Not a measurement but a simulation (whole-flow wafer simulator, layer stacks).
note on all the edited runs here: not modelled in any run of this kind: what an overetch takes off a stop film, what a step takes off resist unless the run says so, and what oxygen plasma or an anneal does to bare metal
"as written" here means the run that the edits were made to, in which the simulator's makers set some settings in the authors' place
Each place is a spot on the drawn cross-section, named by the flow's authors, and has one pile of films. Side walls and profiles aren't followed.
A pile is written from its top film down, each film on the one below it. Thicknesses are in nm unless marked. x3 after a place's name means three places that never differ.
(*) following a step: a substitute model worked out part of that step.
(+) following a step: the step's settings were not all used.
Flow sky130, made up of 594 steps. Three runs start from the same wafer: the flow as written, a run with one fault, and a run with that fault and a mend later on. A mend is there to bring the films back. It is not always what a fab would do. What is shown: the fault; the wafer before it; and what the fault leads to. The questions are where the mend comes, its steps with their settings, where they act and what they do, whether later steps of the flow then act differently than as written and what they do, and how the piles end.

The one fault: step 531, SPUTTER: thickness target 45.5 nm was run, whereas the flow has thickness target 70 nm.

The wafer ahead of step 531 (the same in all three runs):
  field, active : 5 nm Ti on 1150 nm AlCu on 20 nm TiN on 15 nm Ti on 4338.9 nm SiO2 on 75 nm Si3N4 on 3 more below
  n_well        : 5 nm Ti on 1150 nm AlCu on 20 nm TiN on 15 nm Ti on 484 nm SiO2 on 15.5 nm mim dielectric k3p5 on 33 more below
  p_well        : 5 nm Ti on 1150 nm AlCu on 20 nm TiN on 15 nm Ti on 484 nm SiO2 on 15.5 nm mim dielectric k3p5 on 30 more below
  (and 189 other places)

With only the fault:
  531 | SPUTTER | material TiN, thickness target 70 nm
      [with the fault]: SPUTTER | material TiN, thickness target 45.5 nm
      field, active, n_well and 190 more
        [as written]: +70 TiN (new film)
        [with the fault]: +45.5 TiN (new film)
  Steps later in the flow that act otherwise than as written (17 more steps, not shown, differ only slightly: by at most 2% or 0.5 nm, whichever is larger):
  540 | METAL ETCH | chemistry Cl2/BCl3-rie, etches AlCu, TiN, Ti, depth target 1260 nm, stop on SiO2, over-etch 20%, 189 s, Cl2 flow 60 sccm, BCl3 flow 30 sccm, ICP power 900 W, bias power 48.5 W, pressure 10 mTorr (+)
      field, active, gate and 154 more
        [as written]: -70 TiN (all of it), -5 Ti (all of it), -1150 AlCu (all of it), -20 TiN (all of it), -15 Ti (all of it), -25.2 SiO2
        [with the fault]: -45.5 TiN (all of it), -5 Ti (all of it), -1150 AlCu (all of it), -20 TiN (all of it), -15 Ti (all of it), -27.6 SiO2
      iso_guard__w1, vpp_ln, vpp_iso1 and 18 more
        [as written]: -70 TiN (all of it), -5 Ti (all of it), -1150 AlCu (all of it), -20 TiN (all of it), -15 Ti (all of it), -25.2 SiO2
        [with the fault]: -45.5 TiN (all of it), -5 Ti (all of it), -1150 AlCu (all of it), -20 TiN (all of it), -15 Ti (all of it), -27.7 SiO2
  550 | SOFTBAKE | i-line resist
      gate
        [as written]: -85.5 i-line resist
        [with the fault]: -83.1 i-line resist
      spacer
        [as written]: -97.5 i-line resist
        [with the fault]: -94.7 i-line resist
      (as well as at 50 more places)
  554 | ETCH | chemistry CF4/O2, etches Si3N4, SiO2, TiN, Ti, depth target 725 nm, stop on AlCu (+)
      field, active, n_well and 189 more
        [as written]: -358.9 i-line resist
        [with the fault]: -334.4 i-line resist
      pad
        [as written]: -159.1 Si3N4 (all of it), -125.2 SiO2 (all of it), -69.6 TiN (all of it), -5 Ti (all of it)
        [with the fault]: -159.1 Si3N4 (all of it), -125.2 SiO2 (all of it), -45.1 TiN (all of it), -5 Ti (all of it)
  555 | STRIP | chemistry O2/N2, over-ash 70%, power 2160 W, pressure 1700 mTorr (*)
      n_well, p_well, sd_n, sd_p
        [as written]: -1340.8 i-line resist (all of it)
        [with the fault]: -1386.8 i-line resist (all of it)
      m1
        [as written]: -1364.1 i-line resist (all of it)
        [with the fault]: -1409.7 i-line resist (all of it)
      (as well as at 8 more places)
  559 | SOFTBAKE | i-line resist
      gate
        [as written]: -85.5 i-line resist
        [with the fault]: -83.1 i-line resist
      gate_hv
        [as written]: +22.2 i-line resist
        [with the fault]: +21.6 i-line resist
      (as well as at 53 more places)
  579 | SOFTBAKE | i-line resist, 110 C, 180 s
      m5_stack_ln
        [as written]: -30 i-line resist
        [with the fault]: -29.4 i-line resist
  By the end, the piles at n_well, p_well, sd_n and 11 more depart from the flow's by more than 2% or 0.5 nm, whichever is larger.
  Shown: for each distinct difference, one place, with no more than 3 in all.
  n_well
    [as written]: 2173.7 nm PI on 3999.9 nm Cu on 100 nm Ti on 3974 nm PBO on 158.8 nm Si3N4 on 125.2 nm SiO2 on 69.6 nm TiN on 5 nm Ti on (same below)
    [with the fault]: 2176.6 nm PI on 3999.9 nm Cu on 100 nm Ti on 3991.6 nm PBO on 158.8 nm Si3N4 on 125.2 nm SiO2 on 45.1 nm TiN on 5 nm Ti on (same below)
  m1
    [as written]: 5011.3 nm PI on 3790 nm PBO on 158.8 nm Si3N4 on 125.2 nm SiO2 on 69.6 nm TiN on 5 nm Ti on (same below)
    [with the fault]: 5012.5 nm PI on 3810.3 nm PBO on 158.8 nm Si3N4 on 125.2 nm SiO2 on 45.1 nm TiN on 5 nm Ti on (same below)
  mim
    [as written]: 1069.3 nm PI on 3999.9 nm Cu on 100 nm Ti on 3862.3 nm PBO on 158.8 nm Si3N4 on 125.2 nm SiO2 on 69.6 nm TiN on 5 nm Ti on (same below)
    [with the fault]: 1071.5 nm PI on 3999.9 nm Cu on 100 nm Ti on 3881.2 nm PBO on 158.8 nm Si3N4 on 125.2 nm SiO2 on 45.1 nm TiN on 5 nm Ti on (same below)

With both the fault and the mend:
  The mend stands after step 531.
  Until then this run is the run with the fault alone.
  531a | SPUTTER | material TiN, thickness target 24.5 nm (a further turn of the flow's step 531, with different settings)
      field, active, n_well and 190 more
        +24.5 TiN
  Every later step of the flow that is run acts as written at every place that is followed.
  By the end, the piles equal the flow's at every place that both follow.
